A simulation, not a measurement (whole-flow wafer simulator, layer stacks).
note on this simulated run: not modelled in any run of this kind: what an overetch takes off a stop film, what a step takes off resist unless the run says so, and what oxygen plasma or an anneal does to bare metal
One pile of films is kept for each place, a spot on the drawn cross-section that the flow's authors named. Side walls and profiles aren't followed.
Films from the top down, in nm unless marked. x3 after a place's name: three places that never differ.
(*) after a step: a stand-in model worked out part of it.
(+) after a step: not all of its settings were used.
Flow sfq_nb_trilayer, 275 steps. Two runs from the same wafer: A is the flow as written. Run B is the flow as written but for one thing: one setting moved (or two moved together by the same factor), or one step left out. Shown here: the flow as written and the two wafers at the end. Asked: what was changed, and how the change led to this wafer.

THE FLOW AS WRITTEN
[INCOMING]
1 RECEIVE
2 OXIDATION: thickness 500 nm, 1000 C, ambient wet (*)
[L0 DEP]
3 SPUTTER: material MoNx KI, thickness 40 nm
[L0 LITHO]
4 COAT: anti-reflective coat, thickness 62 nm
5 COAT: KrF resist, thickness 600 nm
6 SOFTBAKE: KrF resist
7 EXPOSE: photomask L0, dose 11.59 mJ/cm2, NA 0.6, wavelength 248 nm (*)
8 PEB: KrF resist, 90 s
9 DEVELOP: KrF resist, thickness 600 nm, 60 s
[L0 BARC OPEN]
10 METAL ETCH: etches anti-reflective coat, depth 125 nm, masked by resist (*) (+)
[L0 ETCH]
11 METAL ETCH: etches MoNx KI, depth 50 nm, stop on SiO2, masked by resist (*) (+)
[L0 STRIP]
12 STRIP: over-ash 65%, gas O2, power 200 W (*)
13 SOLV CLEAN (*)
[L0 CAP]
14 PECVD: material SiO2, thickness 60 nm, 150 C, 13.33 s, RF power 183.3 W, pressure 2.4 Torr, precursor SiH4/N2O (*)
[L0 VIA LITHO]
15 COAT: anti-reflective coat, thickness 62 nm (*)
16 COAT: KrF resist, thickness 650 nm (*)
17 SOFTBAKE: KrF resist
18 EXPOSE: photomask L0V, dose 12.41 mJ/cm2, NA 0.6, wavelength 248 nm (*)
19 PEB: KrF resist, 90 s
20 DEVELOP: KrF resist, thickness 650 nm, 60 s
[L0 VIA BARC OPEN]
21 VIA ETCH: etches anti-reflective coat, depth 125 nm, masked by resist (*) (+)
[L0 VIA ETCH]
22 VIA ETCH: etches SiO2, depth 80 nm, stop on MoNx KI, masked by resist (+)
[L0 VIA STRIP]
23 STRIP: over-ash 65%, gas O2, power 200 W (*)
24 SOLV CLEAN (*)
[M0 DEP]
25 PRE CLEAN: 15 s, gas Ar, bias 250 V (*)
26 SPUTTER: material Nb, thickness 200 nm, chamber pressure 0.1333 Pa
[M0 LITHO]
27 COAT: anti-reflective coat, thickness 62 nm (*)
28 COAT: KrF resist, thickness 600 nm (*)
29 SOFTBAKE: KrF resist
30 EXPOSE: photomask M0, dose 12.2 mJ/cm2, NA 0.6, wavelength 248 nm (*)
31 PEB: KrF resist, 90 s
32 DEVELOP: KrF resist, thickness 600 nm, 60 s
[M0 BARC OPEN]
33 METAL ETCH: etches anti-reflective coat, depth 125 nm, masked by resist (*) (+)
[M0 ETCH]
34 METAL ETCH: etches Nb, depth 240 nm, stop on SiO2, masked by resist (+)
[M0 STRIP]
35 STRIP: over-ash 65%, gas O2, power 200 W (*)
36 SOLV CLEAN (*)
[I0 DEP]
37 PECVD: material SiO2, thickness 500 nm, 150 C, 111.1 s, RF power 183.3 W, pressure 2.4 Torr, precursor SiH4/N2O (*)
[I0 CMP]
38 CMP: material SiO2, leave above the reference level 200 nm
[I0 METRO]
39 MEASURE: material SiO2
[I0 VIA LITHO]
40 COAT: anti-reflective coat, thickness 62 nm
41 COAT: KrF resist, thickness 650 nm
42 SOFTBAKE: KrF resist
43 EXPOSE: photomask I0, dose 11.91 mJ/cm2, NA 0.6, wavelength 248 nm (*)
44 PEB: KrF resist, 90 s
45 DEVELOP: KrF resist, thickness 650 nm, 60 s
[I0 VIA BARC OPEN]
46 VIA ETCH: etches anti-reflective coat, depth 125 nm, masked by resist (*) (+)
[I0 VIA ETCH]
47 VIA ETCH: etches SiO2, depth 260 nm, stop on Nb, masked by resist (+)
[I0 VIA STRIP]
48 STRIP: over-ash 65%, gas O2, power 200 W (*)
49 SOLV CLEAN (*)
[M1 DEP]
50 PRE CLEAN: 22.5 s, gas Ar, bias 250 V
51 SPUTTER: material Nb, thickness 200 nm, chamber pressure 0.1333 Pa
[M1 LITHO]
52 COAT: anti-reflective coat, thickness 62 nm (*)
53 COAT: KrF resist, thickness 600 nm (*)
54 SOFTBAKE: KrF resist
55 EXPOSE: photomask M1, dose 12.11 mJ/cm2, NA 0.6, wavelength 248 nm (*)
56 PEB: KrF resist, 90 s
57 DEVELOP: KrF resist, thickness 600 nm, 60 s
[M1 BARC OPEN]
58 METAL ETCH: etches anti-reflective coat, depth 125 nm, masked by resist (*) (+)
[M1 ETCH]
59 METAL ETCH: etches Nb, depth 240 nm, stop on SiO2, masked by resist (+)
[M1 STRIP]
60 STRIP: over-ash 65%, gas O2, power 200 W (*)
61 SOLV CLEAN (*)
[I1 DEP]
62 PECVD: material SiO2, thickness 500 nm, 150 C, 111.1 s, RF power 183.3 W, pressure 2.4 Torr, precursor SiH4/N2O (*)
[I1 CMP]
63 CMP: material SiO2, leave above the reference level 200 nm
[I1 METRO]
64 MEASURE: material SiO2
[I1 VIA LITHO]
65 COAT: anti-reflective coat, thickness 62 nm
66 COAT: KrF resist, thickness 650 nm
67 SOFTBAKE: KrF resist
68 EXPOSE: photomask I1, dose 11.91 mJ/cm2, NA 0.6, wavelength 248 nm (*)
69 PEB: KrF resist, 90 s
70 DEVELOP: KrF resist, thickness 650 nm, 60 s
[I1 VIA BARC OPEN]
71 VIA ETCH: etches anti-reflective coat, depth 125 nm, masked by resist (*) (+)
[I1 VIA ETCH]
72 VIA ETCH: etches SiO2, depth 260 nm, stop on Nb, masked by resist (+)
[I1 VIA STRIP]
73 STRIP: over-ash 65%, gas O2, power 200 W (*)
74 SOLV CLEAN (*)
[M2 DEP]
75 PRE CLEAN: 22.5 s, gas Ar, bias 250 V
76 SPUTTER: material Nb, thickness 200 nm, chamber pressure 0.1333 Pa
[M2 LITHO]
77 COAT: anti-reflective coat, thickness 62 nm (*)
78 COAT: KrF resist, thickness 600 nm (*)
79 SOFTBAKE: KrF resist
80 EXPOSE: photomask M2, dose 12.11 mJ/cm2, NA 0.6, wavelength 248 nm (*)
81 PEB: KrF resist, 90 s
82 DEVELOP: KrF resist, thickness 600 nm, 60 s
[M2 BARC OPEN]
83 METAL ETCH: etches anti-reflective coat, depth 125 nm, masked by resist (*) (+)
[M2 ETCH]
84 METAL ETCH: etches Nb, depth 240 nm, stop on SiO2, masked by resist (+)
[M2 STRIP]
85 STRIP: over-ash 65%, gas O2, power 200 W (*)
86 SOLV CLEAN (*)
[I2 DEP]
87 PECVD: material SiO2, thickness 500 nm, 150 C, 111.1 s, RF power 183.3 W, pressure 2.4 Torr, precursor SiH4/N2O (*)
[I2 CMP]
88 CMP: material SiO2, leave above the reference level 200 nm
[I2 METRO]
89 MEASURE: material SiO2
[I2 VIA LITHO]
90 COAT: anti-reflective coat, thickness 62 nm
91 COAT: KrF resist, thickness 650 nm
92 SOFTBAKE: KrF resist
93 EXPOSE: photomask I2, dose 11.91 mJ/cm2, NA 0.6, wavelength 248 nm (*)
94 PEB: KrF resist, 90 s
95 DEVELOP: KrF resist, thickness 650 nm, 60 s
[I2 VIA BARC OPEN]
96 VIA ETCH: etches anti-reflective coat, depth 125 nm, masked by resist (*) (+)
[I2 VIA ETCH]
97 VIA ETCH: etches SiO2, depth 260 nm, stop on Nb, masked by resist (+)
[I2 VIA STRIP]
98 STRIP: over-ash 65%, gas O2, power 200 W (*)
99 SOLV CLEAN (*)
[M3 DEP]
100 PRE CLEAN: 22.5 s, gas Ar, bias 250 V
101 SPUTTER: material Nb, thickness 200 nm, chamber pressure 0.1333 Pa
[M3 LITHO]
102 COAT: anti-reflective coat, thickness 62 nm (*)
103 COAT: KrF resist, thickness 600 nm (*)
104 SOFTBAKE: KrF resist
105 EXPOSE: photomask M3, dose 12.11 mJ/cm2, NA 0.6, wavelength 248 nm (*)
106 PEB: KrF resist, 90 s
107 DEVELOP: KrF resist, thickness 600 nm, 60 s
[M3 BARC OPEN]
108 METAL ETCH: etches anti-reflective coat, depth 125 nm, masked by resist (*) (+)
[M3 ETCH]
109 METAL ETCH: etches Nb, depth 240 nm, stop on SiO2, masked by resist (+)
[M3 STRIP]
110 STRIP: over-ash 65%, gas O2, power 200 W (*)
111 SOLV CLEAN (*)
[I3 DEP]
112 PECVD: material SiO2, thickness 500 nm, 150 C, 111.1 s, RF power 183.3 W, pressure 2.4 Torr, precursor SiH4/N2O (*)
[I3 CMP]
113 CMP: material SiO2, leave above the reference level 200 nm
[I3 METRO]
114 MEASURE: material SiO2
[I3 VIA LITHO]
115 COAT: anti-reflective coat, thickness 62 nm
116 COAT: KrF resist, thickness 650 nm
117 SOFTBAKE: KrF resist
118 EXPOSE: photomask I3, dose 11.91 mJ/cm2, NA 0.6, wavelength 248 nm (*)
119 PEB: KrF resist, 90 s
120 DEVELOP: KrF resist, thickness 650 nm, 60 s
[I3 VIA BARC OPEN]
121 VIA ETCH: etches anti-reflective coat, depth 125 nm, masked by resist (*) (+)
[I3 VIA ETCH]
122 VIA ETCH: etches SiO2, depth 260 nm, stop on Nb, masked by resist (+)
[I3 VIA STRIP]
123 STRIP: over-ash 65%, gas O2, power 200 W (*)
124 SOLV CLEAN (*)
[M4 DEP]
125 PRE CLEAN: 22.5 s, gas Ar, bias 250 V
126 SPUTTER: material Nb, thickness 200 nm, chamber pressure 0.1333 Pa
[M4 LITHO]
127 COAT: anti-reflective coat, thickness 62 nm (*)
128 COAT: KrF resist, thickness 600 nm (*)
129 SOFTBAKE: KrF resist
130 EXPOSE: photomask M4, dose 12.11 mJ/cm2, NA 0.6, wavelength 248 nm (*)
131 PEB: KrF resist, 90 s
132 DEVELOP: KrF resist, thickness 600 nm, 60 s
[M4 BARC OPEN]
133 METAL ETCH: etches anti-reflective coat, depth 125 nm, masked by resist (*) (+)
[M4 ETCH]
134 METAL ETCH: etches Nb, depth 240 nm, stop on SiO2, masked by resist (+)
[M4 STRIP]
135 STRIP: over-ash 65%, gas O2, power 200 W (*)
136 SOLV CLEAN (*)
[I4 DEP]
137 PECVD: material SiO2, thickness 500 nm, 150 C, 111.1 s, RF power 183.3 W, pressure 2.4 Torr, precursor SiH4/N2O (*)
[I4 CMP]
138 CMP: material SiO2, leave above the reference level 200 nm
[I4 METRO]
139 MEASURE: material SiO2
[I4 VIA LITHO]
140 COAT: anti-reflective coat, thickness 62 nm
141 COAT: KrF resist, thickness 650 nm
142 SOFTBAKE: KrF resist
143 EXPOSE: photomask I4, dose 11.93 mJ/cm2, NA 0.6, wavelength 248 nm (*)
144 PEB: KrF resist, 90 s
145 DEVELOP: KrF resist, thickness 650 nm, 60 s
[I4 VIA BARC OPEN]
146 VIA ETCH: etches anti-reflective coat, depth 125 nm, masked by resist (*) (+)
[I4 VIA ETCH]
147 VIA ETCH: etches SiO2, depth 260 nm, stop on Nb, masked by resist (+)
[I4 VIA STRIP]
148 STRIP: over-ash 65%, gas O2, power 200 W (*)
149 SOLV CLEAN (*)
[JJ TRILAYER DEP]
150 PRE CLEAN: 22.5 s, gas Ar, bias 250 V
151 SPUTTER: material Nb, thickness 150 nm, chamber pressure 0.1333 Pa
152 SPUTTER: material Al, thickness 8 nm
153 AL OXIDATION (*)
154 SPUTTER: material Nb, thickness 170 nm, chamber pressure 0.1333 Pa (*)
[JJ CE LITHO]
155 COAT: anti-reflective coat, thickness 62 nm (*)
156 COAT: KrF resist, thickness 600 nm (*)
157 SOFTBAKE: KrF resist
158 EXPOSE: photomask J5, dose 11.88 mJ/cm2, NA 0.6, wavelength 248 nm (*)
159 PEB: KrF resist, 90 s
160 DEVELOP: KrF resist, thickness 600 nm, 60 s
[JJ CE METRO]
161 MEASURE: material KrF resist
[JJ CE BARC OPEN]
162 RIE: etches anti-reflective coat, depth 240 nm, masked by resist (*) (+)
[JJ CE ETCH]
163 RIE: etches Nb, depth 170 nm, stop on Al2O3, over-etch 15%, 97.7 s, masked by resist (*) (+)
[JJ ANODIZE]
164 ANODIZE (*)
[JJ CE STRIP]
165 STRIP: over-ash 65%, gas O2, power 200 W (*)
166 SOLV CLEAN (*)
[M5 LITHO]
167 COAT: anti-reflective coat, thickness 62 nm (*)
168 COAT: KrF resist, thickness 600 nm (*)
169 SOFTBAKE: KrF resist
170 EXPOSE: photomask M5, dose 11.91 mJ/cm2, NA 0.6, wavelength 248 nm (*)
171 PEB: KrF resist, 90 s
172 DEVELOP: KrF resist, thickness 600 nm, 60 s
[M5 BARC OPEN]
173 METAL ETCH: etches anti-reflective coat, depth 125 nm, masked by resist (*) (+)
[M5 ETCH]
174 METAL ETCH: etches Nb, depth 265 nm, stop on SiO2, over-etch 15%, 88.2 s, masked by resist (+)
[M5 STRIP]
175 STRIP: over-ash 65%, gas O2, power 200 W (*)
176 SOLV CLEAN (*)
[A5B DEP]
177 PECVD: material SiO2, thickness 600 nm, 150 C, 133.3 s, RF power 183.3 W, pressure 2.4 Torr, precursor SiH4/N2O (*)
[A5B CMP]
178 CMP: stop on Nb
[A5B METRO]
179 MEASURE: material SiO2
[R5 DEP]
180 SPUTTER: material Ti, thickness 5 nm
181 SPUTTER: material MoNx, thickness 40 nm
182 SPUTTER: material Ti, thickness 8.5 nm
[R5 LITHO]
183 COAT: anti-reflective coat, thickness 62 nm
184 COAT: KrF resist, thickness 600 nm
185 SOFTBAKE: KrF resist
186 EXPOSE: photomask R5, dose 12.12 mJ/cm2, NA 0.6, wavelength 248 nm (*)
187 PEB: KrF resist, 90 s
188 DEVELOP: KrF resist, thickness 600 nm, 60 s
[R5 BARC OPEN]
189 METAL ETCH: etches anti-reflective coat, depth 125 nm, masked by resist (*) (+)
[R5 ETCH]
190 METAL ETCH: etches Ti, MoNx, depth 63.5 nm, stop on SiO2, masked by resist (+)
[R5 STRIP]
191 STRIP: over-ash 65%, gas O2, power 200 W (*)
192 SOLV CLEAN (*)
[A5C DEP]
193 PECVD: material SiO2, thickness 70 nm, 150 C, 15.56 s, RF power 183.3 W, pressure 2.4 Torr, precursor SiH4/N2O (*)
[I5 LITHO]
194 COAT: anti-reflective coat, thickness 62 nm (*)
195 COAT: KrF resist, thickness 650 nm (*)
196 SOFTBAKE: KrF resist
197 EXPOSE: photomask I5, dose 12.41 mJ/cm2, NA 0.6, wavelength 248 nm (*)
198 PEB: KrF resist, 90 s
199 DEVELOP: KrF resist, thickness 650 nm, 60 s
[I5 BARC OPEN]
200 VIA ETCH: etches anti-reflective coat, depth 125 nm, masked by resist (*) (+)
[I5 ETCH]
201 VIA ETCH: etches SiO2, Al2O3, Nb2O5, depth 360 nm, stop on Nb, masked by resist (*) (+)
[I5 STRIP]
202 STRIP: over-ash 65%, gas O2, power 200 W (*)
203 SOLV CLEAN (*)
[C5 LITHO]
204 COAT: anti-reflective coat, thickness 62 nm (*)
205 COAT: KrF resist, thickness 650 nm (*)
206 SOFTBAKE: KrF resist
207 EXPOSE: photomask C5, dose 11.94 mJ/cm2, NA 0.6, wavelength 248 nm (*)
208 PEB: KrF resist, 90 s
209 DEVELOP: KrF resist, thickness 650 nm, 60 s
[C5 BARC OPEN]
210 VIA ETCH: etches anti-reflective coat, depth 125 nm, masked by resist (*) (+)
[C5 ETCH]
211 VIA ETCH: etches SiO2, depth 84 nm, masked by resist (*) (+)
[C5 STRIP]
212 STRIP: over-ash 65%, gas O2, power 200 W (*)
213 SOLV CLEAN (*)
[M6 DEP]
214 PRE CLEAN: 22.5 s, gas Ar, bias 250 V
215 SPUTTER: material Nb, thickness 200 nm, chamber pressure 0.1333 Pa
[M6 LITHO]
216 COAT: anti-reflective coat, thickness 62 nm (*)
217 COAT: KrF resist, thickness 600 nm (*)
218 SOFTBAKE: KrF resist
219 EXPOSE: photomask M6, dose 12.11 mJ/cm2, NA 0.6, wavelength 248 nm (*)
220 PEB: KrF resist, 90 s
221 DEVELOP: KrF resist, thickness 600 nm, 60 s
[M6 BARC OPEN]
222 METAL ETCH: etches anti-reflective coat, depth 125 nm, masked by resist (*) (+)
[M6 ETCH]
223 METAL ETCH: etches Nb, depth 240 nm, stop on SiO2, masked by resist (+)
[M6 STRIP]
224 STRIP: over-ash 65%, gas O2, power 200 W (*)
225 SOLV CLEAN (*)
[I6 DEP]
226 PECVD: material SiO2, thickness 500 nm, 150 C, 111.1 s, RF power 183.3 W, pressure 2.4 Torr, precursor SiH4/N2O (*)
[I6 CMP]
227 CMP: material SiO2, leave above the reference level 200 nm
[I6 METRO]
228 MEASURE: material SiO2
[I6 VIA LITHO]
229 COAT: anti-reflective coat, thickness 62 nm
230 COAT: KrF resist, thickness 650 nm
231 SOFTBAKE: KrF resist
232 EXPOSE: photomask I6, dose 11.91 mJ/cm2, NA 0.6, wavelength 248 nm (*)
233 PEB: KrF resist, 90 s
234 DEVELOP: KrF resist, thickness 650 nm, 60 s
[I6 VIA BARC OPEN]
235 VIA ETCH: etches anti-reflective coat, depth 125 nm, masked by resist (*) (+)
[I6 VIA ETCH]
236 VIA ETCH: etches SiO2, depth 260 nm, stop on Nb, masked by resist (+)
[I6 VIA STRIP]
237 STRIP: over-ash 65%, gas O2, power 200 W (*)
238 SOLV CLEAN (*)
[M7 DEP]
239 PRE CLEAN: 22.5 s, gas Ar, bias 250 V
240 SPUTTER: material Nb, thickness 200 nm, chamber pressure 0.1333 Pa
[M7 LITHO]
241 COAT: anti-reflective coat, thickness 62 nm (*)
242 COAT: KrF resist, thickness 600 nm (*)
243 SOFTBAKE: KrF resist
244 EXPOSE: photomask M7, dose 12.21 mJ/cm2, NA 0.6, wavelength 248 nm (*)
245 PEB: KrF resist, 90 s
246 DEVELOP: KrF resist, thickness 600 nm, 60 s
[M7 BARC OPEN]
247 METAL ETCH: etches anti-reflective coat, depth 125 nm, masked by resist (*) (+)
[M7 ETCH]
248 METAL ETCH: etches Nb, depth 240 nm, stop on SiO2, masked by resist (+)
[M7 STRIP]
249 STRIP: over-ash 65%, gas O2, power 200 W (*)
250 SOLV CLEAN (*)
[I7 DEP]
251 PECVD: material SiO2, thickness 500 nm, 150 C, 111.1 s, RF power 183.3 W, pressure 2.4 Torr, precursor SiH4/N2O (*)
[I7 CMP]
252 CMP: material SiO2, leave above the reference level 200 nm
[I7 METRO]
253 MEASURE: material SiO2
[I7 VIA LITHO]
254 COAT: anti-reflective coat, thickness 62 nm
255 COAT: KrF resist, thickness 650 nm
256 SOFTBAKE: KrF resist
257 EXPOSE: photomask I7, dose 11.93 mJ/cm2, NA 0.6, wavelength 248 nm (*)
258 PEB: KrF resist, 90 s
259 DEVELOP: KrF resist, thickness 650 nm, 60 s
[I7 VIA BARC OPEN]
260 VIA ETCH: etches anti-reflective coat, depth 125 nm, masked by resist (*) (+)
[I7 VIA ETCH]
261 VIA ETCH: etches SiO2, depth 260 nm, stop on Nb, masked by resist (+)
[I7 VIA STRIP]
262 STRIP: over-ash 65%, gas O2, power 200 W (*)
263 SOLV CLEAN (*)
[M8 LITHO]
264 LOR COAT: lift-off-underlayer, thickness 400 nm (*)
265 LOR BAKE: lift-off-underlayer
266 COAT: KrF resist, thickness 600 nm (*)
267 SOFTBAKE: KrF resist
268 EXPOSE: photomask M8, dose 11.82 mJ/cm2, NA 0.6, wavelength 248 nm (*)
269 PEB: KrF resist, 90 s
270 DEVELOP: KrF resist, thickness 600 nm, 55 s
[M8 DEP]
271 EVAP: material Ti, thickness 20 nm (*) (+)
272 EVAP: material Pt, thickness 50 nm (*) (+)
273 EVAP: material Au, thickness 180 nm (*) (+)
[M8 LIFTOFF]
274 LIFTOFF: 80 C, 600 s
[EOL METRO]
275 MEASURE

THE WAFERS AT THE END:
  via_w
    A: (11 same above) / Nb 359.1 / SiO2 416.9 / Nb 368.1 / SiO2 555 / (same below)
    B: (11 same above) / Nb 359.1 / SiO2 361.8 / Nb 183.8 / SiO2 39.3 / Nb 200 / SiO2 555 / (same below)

The cause: step 47, VIA ETCH: depth 153 nm was run, where the flow has depth 260 nm.

How the change led to this, step by step:
  47 VIA ETCH: etches SiO2, depth 260 nm, stop on Nb, masked by resist (+)
      via_w: A SiO2 -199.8 (all of it) | B SiO2 -153
      field_l, v_sur, via_wl and 102 more: A KrF resist -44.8 | B KrF resist -26.4
  48 STRIP: over-ash 65%, gas O2, power 200 W (*)
      field_l, v_sur, via_wl and 102 more: A KrF resist -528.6 (all of it), anti-reflective coat -62 (all of it) | B KrF resist -547.1 (all of it), anti-reflective coat -62 (all of it)
  50 PRE CLEAN: 22.5 s, gas Ar, bias 250 V
      via_w: A Nb -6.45 | B SiO2 -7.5
  51 SPUTTER: material Nb, thickness 200 nm, chamber pressure 0.1333 Pa
      via_w: A Nb +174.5 | B Nb +183.8 (new film)
  52 COAT: anti-reflective coat, thickness 62 nm (*)
      via_wl: A anti-reflective coat +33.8 (new film) | B anti-reflective coat +35.6 (new film)
      via_w: A anti-reflective coat +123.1 (new film) | B anti-reflective coat +112.1 (new film)
  53 COAT: KrF resist, thickness 600 nm (*)
      via_w: A KrF resist +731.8 (new film) | B KrF resist +694.8 (new film)
  60 STRIP: over-ash 65%, gas O2, power 200 W (*)
      via_wl: A KrF resist -385.5 (all of it), anti-reflective coat -33.8 (all of it) | B KrF resist -389.2 (all of it), anti-reflective coat -35.6 (all of it)
      via_w: A KrF resist -513.8 (all of it), anti-reflective coat -123.1 (all of it) | B KrF resist -476.9 (all of it), anti-reflective coat -112.1 (all of it)
  62 PECVD: material SiO2, thickness 500 nm, 150 C, 111.1 s, RF power 183.3 W, pressure 2.4 Torr, precursor SiH4/N2O (*)
      via_w: A SiO2 +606 (new film) | B SiO2 +526.4 (new film)
  63 CMP: material SiO2, leave above the reference level 200 nm
      via_w: A SiO2 -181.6 | B SiO2 -157.1
Counting metal films that touch as one body, via_w has 6 bodies (between them, from the top down: SiO2 192.5; SiO2 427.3 / Al2O3 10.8 / Nb2O5 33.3; SiO2 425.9; SiO2 361.8; SiO2 39.3); the flow as written gives 5 bodies (between them, from the top down: SiO2 192.5; SiO2 427.3 / Al2O3 10.8 / Nb2O5 33.3; SiO2 425.9; SiO2 416.9).
